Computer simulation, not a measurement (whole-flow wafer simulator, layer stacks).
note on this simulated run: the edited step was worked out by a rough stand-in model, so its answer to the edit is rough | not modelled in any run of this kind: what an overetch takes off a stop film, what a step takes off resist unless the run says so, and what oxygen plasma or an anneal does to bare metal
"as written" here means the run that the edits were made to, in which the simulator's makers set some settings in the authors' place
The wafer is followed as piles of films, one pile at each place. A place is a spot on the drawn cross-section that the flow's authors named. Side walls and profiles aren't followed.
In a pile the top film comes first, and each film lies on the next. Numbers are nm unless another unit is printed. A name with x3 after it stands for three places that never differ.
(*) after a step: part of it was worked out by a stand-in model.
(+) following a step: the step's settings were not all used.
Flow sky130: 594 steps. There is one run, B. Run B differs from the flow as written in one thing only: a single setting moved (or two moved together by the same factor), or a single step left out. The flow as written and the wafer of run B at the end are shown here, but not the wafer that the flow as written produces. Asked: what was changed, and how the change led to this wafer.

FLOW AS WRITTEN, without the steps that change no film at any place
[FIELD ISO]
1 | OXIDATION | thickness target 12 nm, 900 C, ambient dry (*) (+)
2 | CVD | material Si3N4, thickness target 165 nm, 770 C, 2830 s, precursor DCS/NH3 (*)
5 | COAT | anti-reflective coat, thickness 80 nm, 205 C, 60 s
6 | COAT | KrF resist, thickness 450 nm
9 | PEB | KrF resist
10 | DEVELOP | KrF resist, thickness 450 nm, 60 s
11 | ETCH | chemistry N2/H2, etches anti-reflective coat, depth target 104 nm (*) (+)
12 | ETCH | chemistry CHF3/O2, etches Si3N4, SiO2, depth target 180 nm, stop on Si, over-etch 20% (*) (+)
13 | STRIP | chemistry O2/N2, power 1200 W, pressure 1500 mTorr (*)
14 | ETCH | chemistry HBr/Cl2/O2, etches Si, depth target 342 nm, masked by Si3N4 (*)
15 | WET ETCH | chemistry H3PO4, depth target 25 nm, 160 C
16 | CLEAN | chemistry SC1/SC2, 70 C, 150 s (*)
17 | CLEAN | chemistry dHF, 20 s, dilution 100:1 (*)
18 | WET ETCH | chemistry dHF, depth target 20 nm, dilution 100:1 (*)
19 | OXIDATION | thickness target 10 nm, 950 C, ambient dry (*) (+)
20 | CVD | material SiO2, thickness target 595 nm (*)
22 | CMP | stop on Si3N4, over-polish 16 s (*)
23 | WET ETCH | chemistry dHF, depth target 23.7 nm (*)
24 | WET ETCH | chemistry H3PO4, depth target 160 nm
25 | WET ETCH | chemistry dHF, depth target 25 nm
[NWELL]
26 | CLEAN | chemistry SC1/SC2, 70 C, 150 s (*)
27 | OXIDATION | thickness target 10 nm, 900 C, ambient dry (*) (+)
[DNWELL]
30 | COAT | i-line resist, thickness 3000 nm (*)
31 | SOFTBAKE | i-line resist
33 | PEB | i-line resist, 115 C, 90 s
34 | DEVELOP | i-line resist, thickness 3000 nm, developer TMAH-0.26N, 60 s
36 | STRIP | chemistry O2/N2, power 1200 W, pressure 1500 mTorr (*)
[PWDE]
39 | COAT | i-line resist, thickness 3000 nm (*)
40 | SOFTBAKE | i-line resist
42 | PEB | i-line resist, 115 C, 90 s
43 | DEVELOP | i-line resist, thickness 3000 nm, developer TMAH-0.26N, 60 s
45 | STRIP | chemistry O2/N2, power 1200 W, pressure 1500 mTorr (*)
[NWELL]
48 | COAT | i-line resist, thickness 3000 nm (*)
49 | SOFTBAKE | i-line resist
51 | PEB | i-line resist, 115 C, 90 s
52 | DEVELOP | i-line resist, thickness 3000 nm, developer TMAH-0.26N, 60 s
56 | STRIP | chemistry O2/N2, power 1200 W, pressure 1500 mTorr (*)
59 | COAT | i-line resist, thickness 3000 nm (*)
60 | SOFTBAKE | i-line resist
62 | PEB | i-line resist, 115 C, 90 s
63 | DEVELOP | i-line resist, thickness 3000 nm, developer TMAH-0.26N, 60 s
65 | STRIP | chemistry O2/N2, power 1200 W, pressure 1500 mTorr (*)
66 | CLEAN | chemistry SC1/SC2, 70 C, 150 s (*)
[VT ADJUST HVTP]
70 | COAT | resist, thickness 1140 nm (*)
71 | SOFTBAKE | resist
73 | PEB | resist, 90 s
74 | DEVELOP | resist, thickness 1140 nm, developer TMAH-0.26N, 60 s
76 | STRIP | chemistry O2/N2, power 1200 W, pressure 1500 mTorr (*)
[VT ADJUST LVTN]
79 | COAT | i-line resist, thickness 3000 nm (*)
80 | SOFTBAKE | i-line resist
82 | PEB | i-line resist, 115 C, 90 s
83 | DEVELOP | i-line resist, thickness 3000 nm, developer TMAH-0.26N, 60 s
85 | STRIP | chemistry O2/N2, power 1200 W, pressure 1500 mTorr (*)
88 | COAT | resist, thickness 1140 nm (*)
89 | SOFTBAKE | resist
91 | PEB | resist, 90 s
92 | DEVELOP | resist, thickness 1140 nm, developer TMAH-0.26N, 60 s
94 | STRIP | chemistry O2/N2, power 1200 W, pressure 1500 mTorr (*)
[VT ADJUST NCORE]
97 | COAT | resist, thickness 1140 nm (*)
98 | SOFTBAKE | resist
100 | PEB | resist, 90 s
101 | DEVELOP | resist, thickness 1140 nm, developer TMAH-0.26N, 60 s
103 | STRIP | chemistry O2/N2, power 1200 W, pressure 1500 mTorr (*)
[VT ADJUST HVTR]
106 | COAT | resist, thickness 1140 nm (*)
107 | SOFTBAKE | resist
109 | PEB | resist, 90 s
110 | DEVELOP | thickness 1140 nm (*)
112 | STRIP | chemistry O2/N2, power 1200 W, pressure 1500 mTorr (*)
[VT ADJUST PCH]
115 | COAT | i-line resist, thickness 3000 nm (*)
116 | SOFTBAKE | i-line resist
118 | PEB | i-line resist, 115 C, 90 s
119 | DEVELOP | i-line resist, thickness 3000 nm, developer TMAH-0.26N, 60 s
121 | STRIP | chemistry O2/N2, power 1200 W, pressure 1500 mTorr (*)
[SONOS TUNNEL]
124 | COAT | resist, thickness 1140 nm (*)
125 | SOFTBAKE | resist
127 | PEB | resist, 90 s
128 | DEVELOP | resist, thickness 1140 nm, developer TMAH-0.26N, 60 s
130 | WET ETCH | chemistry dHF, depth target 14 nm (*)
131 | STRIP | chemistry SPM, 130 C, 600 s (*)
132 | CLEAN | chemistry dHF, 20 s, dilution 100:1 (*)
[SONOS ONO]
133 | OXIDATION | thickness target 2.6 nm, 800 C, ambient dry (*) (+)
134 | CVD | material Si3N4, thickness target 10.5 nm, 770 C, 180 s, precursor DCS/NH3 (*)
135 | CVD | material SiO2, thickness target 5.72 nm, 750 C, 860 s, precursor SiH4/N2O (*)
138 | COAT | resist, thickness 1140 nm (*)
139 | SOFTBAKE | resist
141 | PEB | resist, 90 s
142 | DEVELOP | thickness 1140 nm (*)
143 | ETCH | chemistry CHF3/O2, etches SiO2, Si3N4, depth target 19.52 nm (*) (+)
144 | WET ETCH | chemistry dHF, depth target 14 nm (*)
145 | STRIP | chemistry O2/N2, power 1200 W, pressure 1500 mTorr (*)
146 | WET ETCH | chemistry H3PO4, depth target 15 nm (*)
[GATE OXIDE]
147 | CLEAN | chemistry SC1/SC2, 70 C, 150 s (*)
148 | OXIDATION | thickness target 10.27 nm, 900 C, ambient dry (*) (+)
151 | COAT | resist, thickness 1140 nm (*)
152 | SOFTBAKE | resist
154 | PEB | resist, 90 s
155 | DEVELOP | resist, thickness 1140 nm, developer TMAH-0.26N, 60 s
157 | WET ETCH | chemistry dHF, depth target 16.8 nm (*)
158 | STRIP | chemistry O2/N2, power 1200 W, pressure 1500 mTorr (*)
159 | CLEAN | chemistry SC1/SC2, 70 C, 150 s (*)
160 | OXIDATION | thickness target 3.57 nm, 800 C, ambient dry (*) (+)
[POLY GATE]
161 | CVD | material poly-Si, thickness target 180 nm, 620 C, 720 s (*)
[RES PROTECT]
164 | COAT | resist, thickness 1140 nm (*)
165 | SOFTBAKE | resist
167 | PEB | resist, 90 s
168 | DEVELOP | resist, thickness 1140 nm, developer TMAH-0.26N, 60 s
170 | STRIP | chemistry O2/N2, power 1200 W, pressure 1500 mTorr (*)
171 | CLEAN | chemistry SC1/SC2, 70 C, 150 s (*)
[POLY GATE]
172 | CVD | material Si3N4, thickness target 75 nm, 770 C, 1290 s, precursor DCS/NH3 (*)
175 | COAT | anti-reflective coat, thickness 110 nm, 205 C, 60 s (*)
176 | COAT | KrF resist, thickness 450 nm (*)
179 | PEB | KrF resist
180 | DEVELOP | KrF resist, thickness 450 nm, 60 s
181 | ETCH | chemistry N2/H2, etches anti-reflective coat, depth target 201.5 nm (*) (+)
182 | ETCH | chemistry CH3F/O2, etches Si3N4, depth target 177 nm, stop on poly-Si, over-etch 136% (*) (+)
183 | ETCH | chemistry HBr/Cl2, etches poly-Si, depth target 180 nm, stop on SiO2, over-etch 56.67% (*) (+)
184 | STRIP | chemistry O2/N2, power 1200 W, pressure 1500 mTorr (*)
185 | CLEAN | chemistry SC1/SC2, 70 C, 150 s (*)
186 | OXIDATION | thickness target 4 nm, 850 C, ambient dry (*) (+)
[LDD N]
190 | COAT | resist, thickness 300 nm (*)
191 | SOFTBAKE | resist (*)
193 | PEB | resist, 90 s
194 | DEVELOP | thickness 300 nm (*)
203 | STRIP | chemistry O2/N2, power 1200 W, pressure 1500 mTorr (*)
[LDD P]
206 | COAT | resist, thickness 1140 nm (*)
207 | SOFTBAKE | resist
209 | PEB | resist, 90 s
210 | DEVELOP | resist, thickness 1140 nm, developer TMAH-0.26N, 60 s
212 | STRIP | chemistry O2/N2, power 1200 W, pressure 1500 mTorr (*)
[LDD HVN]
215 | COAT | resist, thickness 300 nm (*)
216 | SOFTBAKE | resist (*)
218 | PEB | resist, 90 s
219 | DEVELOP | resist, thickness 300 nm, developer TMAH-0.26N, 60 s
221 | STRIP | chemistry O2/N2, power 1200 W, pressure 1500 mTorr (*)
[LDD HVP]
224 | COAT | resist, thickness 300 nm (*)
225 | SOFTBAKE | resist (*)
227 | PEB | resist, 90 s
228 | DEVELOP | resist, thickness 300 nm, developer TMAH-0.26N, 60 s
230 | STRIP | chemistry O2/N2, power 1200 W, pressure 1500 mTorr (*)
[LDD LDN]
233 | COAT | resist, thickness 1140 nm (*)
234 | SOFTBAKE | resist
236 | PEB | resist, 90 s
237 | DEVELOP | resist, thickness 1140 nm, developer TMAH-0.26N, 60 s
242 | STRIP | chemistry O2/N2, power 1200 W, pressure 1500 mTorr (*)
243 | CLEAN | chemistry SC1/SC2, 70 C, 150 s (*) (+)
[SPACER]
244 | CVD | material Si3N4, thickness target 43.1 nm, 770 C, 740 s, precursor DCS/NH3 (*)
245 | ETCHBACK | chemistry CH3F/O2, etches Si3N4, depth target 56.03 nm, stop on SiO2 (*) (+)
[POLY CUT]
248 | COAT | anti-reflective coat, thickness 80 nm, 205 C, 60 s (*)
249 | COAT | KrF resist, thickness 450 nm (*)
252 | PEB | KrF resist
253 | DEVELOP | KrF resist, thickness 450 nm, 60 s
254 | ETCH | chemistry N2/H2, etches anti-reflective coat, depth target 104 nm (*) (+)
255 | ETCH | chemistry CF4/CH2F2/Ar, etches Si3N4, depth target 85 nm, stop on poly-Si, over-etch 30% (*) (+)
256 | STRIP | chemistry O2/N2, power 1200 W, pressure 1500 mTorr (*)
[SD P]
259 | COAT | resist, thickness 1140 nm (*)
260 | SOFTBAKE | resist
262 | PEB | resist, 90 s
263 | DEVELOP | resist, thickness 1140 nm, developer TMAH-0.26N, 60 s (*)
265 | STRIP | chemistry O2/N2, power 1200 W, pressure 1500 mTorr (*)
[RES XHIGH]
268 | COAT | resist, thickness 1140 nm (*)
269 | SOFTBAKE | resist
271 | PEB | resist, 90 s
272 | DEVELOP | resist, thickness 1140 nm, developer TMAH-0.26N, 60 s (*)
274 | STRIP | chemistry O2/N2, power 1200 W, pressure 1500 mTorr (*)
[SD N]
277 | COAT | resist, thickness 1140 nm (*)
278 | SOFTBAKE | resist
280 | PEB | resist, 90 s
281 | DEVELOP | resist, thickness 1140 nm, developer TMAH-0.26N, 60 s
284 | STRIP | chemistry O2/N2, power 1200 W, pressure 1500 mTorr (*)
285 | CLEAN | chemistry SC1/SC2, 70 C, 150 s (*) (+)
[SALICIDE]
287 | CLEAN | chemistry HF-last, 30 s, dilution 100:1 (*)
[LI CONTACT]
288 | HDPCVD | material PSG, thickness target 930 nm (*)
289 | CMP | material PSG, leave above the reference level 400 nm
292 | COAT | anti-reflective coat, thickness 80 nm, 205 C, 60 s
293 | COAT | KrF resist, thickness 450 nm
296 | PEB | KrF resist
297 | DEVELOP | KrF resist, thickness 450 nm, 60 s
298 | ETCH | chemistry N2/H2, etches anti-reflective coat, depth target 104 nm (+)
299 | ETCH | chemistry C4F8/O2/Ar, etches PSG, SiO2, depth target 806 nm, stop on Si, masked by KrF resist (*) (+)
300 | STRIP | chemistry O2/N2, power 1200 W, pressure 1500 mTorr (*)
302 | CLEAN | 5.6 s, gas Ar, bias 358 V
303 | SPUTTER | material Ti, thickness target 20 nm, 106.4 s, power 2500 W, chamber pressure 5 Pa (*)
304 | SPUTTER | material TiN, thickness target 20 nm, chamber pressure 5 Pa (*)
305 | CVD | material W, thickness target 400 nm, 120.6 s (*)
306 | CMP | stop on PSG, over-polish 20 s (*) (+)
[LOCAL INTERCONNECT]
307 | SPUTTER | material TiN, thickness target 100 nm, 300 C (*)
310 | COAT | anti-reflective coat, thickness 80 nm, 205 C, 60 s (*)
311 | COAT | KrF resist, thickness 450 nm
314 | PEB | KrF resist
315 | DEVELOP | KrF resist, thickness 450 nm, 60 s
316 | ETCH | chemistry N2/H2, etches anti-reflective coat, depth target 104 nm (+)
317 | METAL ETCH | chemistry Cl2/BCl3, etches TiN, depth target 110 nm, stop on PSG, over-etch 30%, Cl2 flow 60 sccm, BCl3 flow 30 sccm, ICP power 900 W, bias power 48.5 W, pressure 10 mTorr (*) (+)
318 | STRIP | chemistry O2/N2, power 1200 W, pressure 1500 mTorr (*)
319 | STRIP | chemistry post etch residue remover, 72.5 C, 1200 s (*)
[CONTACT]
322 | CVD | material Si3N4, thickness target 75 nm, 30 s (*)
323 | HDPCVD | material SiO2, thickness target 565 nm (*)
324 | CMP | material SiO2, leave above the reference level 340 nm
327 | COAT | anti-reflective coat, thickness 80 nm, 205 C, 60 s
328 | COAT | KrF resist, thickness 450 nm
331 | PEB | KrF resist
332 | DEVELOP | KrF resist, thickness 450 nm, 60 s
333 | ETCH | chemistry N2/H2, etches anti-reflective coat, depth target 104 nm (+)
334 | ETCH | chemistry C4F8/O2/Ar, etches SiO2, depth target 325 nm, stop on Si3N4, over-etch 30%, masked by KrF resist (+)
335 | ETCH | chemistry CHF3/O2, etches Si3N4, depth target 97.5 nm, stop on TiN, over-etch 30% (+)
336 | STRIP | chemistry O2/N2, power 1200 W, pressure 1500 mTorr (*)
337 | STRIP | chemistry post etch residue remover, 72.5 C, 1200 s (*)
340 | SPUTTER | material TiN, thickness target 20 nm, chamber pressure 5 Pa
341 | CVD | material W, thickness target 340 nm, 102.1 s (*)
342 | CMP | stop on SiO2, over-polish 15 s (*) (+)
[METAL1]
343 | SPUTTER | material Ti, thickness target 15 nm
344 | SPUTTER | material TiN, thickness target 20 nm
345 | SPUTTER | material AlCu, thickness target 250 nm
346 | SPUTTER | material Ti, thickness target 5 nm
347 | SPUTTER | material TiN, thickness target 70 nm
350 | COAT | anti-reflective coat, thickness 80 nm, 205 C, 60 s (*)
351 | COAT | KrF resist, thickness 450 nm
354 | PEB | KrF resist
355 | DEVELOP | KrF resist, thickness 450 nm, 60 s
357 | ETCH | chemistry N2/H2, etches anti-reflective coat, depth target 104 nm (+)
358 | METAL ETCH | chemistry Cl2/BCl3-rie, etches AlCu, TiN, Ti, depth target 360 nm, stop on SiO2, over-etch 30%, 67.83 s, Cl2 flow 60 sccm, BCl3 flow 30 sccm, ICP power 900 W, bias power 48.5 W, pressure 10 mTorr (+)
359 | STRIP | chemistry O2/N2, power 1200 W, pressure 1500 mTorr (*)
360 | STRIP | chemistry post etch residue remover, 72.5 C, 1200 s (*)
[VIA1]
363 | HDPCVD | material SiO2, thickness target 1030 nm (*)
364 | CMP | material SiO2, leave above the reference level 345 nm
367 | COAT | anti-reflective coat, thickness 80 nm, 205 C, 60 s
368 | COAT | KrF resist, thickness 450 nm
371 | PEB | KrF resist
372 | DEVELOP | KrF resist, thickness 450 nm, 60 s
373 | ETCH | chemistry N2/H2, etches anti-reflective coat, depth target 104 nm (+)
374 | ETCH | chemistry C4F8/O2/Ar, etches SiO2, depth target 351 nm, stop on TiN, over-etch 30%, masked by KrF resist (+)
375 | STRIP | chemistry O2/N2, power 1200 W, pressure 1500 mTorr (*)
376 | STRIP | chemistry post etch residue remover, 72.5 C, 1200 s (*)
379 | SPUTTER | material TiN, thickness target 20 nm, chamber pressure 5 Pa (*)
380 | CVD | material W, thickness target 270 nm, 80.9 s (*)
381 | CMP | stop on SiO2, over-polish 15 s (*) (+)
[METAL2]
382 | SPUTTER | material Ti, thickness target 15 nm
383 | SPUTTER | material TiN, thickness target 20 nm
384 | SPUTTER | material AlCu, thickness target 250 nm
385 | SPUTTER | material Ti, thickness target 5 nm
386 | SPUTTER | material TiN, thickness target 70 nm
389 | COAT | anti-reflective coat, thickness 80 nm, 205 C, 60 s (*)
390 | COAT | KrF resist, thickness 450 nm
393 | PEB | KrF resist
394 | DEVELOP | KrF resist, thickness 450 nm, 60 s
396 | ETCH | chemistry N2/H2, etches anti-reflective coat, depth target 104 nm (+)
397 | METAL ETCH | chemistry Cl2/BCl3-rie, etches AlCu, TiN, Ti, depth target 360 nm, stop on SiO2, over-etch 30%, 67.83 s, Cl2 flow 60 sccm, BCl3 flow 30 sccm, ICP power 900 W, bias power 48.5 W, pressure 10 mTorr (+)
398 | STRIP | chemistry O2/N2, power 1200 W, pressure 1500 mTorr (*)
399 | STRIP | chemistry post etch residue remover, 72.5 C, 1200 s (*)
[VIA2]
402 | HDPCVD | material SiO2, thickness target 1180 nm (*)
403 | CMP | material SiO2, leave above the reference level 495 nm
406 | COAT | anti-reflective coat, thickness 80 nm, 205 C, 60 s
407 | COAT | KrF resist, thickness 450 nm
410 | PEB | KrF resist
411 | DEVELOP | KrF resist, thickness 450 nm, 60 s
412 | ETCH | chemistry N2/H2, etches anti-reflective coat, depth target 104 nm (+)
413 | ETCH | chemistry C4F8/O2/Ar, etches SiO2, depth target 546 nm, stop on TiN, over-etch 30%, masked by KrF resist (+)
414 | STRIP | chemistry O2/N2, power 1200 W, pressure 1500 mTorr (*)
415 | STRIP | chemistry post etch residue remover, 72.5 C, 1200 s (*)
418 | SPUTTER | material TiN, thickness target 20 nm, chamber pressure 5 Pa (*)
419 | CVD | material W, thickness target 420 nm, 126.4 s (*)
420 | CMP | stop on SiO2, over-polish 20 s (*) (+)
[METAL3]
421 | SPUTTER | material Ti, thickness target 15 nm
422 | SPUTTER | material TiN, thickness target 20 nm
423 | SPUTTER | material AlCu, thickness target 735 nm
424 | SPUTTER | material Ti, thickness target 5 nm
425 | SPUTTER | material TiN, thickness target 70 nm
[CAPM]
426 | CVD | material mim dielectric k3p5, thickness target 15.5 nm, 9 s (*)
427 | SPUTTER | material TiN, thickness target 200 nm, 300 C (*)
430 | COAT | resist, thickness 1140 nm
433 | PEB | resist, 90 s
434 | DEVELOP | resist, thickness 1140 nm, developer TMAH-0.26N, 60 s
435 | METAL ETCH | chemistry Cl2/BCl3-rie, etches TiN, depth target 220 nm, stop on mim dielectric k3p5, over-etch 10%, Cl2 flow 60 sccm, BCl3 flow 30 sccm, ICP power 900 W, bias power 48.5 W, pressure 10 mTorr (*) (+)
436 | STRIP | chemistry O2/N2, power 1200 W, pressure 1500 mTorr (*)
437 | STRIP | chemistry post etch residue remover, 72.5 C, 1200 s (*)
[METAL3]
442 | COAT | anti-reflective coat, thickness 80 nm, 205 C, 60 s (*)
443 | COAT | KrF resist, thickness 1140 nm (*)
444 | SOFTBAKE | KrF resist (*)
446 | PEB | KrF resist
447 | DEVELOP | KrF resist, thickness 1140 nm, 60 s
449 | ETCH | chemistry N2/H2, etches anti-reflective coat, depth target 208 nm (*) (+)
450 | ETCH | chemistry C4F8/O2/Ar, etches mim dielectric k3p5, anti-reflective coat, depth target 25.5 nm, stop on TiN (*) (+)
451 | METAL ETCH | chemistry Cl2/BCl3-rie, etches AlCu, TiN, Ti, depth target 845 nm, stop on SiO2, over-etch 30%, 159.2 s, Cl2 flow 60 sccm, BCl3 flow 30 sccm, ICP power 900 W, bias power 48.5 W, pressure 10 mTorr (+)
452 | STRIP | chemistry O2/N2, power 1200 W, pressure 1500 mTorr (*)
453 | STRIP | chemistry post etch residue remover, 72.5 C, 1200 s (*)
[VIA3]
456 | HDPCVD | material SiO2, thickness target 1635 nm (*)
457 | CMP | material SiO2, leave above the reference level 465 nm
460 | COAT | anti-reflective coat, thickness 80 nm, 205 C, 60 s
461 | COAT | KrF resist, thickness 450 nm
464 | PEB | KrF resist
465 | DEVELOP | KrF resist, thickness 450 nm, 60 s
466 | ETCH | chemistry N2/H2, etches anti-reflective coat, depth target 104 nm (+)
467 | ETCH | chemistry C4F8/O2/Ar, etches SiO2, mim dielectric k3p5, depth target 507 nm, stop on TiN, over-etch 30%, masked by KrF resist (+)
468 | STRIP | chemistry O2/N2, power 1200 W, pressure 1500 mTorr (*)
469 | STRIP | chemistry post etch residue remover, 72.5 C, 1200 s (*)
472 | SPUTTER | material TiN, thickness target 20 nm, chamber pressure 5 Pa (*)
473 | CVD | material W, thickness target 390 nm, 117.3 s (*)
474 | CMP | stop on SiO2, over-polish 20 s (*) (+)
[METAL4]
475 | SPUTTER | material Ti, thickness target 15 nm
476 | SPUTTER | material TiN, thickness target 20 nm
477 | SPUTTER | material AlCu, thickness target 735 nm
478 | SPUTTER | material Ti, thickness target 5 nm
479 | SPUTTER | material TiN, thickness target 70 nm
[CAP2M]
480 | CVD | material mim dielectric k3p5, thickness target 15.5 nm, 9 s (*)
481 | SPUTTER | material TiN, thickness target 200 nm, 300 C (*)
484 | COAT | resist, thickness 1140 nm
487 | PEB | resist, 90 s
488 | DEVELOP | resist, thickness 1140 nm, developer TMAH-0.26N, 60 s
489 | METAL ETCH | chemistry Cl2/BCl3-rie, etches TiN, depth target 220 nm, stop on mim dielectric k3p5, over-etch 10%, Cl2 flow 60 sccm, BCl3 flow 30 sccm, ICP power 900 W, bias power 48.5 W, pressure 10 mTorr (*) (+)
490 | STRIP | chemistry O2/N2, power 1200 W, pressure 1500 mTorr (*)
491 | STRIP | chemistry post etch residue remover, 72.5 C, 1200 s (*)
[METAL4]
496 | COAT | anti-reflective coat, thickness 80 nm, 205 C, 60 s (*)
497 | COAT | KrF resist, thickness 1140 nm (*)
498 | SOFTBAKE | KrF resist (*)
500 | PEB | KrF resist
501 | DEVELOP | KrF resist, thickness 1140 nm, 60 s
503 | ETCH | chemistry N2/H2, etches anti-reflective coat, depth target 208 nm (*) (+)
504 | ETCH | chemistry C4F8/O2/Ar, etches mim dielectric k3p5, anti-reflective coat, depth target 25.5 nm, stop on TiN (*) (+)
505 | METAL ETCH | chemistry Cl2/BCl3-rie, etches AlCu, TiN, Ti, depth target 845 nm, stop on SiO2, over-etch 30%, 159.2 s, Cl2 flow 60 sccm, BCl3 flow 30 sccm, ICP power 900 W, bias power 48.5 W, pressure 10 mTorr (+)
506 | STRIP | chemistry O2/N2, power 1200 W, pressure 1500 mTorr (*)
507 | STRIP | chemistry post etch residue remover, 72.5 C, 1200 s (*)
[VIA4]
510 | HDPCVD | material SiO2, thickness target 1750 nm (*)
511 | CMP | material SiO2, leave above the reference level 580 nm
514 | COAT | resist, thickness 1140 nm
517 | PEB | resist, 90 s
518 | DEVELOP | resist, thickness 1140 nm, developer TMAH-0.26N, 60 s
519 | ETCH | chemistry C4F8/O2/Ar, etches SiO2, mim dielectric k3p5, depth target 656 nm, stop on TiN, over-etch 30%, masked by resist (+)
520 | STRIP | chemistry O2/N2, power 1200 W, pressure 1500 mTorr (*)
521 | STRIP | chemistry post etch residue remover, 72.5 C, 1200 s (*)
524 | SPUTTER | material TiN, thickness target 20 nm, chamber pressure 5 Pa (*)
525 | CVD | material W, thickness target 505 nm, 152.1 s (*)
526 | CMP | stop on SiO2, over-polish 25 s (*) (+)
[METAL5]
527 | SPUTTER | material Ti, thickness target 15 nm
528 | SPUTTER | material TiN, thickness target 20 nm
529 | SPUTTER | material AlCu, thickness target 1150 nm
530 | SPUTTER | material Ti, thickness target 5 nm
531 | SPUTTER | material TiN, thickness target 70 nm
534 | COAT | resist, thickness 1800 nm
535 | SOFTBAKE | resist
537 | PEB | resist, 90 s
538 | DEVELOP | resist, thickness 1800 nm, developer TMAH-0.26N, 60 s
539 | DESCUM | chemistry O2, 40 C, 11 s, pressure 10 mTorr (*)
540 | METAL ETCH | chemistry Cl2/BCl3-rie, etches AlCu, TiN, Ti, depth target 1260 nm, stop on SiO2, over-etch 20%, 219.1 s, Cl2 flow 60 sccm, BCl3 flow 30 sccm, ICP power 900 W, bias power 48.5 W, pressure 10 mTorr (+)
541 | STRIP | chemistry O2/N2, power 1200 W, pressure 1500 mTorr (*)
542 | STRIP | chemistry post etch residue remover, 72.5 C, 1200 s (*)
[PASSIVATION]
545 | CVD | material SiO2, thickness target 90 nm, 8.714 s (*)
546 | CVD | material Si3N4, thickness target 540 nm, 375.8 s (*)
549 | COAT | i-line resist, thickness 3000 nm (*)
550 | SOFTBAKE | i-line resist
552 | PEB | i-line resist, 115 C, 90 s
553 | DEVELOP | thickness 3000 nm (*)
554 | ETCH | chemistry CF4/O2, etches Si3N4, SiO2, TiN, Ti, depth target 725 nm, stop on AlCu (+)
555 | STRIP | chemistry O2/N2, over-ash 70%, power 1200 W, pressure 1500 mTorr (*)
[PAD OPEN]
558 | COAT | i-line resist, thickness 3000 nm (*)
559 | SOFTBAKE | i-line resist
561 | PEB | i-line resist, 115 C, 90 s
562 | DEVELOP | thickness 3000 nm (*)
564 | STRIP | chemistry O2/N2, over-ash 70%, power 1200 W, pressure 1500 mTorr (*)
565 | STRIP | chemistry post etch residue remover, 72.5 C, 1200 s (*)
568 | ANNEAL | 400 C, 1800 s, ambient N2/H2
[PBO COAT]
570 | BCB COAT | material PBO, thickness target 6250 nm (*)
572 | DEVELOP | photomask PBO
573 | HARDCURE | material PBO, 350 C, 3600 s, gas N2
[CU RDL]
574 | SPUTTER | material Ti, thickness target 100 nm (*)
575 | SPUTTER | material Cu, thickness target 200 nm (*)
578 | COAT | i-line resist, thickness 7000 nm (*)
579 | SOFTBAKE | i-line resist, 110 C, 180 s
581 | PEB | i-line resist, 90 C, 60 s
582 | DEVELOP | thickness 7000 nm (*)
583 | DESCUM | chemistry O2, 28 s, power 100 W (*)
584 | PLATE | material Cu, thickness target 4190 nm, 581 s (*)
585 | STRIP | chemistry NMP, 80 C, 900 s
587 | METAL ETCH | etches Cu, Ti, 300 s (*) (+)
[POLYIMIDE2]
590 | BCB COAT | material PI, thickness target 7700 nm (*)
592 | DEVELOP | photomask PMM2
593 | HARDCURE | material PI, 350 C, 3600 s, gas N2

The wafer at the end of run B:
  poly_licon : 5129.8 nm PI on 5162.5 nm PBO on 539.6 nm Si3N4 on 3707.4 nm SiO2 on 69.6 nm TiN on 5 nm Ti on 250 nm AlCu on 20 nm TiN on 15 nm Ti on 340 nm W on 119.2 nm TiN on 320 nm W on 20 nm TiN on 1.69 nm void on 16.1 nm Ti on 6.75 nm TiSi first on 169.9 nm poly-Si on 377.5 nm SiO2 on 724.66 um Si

Cause: step 305, CVD: thickness target 320 nm was run, though the flow has thickness target 400 nm.

The path from the change to this, step by step:
  305 | CVD | material W, thickness target 400 nm, 120.6 s (*)
      field, active, n_well and 185 more: +320 W (new film) (it would be, as written: +400 W (new film))
      ndiff_licon: +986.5 W (new film) (it would be, as written: +1066.5 W (new film))
      (as well as at 2 more places)
  306 | CMP | stop on PSG, over-polish 20 s (*) (+)
      poly_licon: nothing (it would be, as written: -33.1 W)
      field, active, n_well and 184 more: -320 W (all of it), -20 TiN (all of it), -20 Ti (all of it), -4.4 PSG (it would be, as written: -400 W (all of it), -20 TiN (all of it), -20 Ti (all of it), -4.4 PSG)
      (as well as at 3 more places)
  310 | COAT | anti-reflective coat, thickness 80 nm, 205 C, 60 s (*)
      poly_licon: +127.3 anti-reflective coat (new film) (it would be, as written: +80.4 anti-reflective coat (new film))
  318 | STRIP | chemistry O2/N2, power 1200 W, pressure 1500 mTorr (*)
      poly_licon: -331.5 KrF resist (all of it), -127.3 anti-reflective coat (all of it) (it would be, as written: -331.5 KrF resist (all of it), -80.4 anti-reflective coat (all of it))
  324 | CMP | material SiO2, leave above the reference level 340 nm
      poly_licon: -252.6 SiO2 (it would be, as written: -299.5 SiO2)
  334 | ETCH | chemistry C4F8/O2/Ar, etches SiO2, depth target 325 nm, stop on Si3N4, over-etch 30%, masked by KrF resist (+)
      poly_licon: -311.8 SiO2 (all of it) (it would be, as written: -264.9 SiO2 (all of it))
  342 | CMP | stop on SiO2, over-polish 15 s (*) (+)
      poly_licon: nothing (it would be, as written: -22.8 W)
  350 | COAT | anti-reflective coat, thickness 80 nm, 205 C, 60 s (*)
      poly_licon: +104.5 anti-reflective coat (new film) (it would be, as written: +80.4 anti-reflective coat (new film))
  359 | STRIP | chemistry O2/N2, power 1200 W, pressure 1500 mTorr (*)
      poly_licon: -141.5 KrF resist (all of it), -104.5 anti-reflective coat (all of it) (it would be, as written: -141.5 KrF resist (all of it), -80.4 anti-reflective coat (all of it))
  364 | CMP | material SiO2, leave above the reference level 345 nm
      poly_licon: -735 SiO2 (it would be, as written: -759 SiO2)
